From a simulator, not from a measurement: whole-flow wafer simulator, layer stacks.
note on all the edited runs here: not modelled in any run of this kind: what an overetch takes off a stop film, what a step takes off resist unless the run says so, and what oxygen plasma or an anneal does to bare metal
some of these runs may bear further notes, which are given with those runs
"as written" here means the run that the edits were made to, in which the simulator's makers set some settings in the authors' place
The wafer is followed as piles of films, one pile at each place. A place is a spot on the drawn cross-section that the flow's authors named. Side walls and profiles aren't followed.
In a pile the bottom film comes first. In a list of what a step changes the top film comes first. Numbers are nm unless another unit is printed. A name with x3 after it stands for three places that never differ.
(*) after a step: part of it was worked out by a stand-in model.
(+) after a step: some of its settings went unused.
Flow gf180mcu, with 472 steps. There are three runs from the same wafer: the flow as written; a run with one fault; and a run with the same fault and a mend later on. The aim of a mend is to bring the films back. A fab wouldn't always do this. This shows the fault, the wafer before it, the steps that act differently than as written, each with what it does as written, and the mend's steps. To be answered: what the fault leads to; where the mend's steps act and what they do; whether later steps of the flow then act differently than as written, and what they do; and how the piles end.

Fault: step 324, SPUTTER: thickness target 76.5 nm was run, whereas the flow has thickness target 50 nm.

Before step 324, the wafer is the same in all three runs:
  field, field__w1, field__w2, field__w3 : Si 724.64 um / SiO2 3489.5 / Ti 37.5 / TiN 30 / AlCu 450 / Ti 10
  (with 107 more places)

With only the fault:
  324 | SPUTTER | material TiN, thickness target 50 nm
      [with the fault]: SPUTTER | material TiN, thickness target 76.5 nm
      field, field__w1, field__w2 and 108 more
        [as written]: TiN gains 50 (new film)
        [with the fault]: TiN gains 76.5 (new film)
  Steps further on in the flow that do not act as written (3 other steps are not shown; they differ only slightly, by no more than 2% or 0.5 nm, whichever is larger):
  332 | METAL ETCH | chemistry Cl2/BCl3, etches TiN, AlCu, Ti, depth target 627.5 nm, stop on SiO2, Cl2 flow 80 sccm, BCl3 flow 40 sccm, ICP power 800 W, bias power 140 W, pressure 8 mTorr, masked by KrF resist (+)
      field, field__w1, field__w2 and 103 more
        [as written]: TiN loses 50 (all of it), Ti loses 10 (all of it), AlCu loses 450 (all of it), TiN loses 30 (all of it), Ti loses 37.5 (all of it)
        [with the fault]: TiN loses 76.5 (all of it), Ti loses 10 (all of it), AlCu loses 450 (all of it), TiN loses 30 (all of it), Ti loses 37.5 (all of it)
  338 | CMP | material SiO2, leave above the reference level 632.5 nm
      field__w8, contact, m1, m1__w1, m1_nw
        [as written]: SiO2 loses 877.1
        [with the fault]: SiO2 loses 903.6
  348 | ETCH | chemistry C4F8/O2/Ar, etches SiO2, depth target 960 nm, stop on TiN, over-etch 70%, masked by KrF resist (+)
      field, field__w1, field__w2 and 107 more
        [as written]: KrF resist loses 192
        [with the fault]: KrF resist loses 185.6
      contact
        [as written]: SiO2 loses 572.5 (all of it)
        [with the fault]: SiO2 loses 546 (all of it)
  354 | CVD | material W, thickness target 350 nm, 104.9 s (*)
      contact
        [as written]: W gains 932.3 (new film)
        [with the fault]: W gains 905.5 (new film)
  At field__w8, contact, m1, m1__w1, m1_nw, the piles at the end differ from the flow's by more than 2% or 0.5 nm, whichever is larger.
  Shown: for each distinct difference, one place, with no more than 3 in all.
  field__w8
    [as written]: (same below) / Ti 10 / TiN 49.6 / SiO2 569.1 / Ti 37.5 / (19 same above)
    [with the fault]: (same below) / Ti 10 / TiN 76.1 / SiO2 542.6 / Ti 37.5 / (19 same above)
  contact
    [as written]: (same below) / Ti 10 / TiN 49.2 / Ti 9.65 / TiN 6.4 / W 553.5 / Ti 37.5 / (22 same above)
    [with the fault]: (same below) / Ti 10 / TiN 75.7 / Ti 9.8 / TiN 6.5 / W 526.8 / Ti 37.5 / (22 same above)

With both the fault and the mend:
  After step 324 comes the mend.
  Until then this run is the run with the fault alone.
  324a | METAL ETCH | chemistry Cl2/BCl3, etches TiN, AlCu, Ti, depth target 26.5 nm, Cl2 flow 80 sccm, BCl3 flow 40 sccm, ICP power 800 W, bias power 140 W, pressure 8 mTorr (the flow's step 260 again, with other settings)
      field, field__w1, field__w2 and 108 more
        TiN loses 26.5
  Every later step of the flow that is run acts as written at every place that is followed.
  The piles end the same as the flow's at every place that both follow.
